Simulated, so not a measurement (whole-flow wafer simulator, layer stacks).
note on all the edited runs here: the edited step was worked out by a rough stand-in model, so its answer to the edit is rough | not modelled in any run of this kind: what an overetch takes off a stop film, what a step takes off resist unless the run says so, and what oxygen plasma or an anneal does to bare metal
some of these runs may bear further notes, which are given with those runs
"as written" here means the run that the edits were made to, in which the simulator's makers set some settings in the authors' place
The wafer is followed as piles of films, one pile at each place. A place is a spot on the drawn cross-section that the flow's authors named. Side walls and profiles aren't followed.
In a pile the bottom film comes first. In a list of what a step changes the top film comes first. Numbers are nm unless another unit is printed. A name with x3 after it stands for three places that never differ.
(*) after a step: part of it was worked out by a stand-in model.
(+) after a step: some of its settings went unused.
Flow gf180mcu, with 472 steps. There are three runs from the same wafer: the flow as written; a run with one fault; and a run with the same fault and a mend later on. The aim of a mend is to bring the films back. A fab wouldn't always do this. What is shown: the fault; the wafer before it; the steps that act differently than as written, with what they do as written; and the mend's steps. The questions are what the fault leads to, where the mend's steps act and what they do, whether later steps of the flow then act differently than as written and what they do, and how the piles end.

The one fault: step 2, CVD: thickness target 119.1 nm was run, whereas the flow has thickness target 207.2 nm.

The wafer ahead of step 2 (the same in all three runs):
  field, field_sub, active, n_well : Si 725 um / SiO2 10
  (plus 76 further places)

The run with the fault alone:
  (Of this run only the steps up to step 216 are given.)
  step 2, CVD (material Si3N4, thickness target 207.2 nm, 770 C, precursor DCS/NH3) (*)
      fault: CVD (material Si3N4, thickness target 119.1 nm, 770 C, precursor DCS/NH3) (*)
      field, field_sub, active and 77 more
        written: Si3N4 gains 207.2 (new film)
        fault: Si3N4 gains 119.1 (new film)
  Later steps of the flow acting differently than as written (8 other steps are not shown; they differ only slightly, by no more than 2% or 0.5 nm, whichever is larger):
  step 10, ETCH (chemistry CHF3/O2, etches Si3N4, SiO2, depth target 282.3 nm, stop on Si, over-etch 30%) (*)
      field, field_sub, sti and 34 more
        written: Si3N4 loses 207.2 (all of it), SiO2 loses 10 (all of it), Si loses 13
        fault: Si3N4 loses 119.1 (all of it), SiO2 loses 10 (all of it), Si loses 30.6
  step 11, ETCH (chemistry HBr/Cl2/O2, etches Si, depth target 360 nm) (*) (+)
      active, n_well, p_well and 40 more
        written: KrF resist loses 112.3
        fault: KrF resist loses 106.5
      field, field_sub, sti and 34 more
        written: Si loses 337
        fault: Si loses 319.4
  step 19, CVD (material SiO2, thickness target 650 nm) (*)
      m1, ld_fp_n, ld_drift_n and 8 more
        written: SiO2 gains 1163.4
        fault: SiO2 gains 1075.3
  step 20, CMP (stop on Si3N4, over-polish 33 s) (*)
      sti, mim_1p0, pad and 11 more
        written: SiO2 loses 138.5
        fault: SiO2 loses 226.5
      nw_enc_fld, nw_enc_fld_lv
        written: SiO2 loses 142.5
        fault: SiO2 loses 230.5
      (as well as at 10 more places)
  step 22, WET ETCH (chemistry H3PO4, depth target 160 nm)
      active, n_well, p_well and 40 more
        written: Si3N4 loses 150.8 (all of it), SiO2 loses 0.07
        fault: Si3N4 loses 62.7 (all of it), SiO2 loses 0.76
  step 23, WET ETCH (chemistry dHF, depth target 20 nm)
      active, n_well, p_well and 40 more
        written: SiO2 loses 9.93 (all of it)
        fault: SiO2 loses 9.24 (all of it)
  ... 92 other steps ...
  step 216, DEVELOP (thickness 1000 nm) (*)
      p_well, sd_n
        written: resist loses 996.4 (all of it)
        fault: resist loses 910.9 (all of it)
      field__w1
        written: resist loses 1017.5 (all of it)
        fault: resist loses 1059.4 (all of it)
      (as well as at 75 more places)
  The piles after step 216 differ from the flow's at field, field__w1, field__w2 and 68 more by more than 2% or 0.5 nm, whichever is larger.
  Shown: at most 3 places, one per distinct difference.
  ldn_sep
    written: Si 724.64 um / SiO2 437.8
    fault: Si 724.63 um / SiO2 350.4
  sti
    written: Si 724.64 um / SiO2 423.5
    fault: Si 724.63 um / SiO2 336.2
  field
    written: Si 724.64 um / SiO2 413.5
    fault: Si 724.63 um / SiO2 326.2

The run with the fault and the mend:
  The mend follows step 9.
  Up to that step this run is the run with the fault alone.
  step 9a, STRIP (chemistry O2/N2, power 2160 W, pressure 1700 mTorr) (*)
      active, n_well, p_well and 40 more
        KrF resist loses 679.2 (all of it)
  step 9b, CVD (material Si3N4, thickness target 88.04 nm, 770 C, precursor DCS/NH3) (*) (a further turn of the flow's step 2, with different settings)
      field, field_sub, active and 77 more
        Si3N4 gains 88
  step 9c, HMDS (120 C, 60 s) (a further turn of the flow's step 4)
      alters no film at any place that is followed
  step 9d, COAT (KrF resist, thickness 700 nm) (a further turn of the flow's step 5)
      field, field_sub, active and 77 more
        KrF resist gains 700 (new film)
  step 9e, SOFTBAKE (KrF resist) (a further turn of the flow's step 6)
      alters no film at any place that is followed
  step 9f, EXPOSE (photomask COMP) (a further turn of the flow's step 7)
      alters no film at any place that is followed
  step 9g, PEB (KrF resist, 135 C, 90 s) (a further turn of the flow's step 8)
      field, field_sub, active and 77 more
        KrF resist loses 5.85
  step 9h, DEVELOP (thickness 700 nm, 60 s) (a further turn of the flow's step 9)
      active, n_well, p_well and 40 more
        KrF resist loses 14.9
      field, field_sub, sti and 34 more
        KrF resist loses 694.2 (all of it)
  Every later step of the flow that is run acts as written, at every place that is followed, to within 2% or 0.5 nm, whichever is larger.
  The piles end the same as the flow's at every place that both follow.
